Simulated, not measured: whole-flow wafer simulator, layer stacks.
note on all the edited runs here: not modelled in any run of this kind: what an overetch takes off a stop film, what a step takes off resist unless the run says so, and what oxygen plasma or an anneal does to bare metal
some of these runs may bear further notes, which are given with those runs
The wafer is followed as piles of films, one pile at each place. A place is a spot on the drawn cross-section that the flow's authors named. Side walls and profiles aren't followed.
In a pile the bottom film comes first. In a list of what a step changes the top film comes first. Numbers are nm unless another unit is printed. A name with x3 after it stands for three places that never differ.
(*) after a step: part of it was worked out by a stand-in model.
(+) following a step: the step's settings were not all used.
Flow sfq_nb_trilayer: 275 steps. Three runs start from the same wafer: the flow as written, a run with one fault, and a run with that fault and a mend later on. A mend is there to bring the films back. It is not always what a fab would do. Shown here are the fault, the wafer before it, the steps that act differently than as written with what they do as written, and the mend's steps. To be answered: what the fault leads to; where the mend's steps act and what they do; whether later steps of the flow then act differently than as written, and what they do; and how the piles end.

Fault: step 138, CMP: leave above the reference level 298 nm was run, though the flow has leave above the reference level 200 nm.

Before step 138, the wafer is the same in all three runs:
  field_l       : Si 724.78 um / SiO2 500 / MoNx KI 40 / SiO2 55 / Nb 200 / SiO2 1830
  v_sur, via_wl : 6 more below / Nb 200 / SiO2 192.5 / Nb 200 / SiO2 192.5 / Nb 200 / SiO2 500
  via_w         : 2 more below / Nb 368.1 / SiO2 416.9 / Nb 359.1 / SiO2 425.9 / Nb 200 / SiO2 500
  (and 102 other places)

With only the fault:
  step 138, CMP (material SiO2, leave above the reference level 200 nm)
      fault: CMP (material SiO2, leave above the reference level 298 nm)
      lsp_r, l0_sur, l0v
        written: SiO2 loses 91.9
        fault: nothing
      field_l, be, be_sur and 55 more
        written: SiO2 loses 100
        fault: SiO2 loses 2
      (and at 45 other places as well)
  Steps later in the flow that act otherwise than as written (9 more steps, not shown, differ only slightly: by at most 2% or 0.5 nm, whichever is larger):
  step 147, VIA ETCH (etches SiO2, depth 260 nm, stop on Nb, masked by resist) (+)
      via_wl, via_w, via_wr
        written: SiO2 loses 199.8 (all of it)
        fault: SiO2 loses 260
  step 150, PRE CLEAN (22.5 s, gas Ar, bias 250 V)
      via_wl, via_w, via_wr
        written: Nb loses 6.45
        fault: SiO2 loses 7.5
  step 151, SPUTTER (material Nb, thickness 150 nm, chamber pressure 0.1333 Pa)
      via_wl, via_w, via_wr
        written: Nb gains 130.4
        fault: Nb gains 123.3 (new film)
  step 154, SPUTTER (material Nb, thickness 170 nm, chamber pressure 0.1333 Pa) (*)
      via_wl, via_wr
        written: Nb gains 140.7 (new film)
        fault: Nb gains 103.1 (new film)
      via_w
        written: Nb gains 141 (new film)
        fault: Nb gains 136 (new film)
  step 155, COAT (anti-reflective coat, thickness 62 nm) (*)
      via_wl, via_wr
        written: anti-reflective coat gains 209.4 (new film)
        fault: anti-reflective coat gains 321.3 (new film)
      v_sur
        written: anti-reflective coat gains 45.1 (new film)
        fault: anti-reflective coat gains 42.8 (new film)
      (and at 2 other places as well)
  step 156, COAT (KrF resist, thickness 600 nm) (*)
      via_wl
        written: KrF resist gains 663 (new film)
        fault: KrF resist gains 648.5 (new film)
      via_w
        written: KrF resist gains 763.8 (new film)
        fault: KrF resist gains 811.2 (new film)
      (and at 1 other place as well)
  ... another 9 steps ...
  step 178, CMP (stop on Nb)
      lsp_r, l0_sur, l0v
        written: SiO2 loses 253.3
        fault: SiO2 loses 247
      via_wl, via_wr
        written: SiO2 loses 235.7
        fault: SiO2 loses 227.2
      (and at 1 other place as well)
  By the end, the piles at field_l, v_sur, via_wl and 103 more depart from the flow's by more than 2% or 0.5 nm, whichever is larger.
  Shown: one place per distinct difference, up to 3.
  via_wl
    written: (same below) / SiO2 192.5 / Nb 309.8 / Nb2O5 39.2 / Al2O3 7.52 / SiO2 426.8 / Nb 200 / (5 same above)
    fault: (same below) / SiO2 192.5 / Nb 200 / SiO2 30.3 / Nb 123.3 / Al 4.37 / Al2O3 0.96 / Nb2O5 52.6 / SiO2 469.8 / Nb 200 / (5 same above)
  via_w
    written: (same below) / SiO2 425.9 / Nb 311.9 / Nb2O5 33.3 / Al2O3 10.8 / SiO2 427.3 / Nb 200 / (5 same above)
    fault: (same below) / SiO2 425.9 / Nb 200 / SiO2 30.3 / Nb 110.8 / Nb2O5 34.7 / Al2O3 10.1 / SiO2 495.5 / Nb 200 / (5 same above)
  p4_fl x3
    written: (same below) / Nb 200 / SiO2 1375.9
    fault: (same below) / Nb 200 / SiO2 1473.9

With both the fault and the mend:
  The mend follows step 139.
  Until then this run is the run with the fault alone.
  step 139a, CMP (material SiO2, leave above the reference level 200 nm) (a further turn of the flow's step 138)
      field_l, v_sur, via_wl and 100 more
        SiO2 loses 98
      lsp_r, l0_sur, l0v
        SiO2 loses 91.9
  Every later step of the flow that is run acts as written at every place that is followed.
  By the end, the piles equal the flow's at every place that both follow.
